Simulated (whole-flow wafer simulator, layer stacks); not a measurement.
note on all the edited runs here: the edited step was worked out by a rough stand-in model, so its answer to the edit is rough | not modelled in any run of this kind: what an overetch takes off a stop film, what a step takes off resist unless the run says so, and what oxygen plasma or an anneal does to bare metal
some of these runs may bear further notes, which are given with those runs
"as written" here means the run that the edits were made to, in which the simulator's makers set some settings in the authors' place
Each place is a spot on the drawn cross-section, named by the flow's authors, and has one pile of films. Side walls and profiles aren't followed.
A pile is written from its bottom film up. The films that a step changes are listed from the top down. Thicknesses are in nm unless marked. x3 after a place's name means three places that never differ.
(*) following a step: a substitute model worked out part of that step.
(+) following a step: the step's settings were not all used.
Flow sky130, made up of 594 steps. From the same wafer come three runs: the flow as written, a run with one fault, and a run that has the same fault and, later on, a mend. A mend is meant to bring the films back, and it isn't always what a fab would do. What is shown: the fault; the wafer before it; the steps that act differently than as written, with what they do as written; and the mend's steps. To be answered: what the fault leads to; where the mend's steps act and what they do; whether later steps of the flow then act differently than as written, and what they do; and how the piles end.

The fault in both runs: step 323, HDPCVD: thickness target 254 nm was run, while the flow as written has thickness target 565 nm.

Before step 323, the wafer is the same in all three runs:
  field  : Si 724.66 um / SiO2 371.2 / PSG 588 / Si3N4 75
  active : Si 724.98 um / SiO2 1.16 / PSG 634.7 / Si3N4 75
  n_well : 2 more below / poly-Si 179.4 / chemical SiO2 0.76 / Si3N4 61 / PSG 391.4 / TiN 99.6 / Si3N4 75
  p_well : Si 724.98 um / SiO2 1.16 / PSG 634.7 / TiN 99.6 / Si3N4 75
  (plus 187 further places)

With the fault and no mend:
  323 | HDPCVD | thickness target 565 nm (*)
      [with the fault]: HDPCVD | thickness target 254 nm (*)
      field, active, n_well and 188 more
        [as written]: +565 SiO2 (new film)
        [with the fault]: +254 SiO2 (new film)
  Steps further on in the flow that do not act as written (not shown: 27 more steps that differ only slightly, by at most 2% or 0.5 nm, whichever is larger):
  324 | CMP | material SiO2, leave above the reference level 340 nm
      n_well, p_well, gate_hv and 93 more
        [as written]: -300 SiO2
        [with the fault]: nothing
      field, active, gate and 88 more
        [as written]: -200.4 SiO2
        [with the fault]: nothing
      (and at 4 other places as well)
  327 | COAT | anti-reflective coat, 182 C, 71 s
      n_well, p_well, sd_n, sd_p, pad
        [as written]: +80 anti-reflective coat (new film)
        [with the fault]: +3 anti-reflective coat (new film)
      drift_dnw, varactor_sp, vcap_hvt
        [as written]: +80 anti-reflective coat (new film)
        [with the fault]: +65.7 anti-reflective coat (new film)
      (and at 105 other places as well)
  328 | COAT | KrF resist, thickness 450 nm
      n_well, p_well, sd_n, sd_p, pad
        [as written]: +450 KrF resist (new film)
        [with the fault]: +434.1 KrF resist (new film)
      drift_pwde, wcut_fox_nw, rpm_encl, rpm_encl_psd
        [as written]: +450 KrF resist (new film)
        [with the fault]: +438.9 KrF resist (new film)
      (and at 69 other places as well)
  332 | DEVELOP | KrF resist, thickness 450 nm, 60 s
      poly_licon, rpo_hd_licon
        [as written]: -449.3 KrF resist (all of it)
        [with the fault]: -435.9 KrF resist (all of it)
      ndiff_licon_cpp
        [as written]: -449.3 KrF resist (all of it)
        [with the fault]: -436.7 KrF resist (all of it)
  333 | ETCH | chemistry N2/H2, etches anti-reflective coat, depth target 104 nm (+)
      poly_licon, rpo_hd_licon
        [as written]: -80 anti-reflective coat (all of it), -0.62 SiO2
        [with the fault]: -3.73 anti-reflective coat (all of it), -2.57 SiO2
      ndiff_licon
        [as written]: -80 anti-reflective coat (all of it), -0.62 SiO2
        [with the fault]: -45.1 anti-reflective coat (all of it), -1.51 SiO2
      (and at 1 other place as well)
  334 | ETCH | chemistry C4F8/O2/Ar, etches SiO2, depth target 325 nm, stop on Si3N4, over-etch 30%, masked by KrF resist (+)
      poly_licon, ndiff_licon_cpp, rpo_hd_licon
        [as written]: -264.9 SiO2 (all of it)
        [with the fault]: -251.4 SiO2 (all of it)
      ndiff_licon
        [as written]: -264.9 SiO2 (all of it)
        [with the fault]: -252.5 SiO2 (all of it)
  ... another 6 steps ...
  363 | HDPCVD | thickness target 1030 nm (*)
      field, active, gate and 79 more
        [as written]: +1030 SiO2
        [with the fault]: +1030 SiO2 (new film)
  By the end, the piles at field, active, n_well and 188 more depart from the flow's by more than 2% or 0.5 nm, whichever is larger.
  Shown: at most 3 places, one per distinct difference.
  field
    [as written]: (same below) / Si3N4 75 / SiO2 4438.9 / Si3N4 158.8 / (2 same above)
    [with the fault]: (same below) / Si3N4 75 / SiO2 254 / TiN 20 / W 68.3 / SiO2 4085.6 / Si3N4 158.8 / (2 same above)
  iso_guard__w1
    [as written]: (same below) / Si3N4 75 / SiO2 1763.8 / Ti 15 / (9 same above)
    [with the fault]: (same below) / Si3N4 75 / SiO2 254 / TiN 20 / W 68.3 / SiO2 1410.5 / Ti 15 / (9 same above)
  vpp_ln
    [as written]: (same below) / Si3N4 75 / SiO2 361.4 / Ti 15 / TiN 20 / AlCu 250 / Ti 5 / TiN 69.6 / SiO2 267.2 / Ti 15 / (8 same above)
    [with the fault]: (same below) / Si3N4 75 / SiO2 254 / TiN 20 / W 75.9 / Ti 15 / TiN 20 / AlCu 250 / Ti 5 / TiN 69.6 / SiO2 267.8 / Ti 15 / (8 same above)

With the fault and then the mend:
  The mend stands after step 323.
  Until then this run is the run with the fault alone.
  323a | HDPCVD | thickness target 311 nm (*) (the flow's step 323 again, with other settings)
      field, active, n_well and 188 more
        +311 SiO2
  Steps further on in the flow that do not act as written (not shown: 3 more steps that differ only slightly, by at most 2% or 0.5 nm, whichever is larger):
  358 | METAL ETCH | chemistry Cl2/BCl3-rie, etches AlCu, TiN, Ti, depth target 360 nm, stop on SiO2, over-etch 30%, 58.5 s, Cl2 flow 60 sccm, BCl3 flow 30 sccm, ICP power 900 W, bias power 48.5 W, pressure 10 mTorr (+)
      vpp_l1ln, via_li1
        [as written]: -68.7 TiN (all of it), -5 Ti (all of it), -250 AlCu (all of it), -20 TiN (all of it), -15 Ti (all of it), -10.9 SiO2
        [with the mend]: -68.7 TiN (all of it), -5 Ti (all of it), -250 AlCu (all of it), -20 TiN (all of it), -15 Ti (all of it), -11.7 SiO2
  The piles end the same as the flow's at every place that both follow.
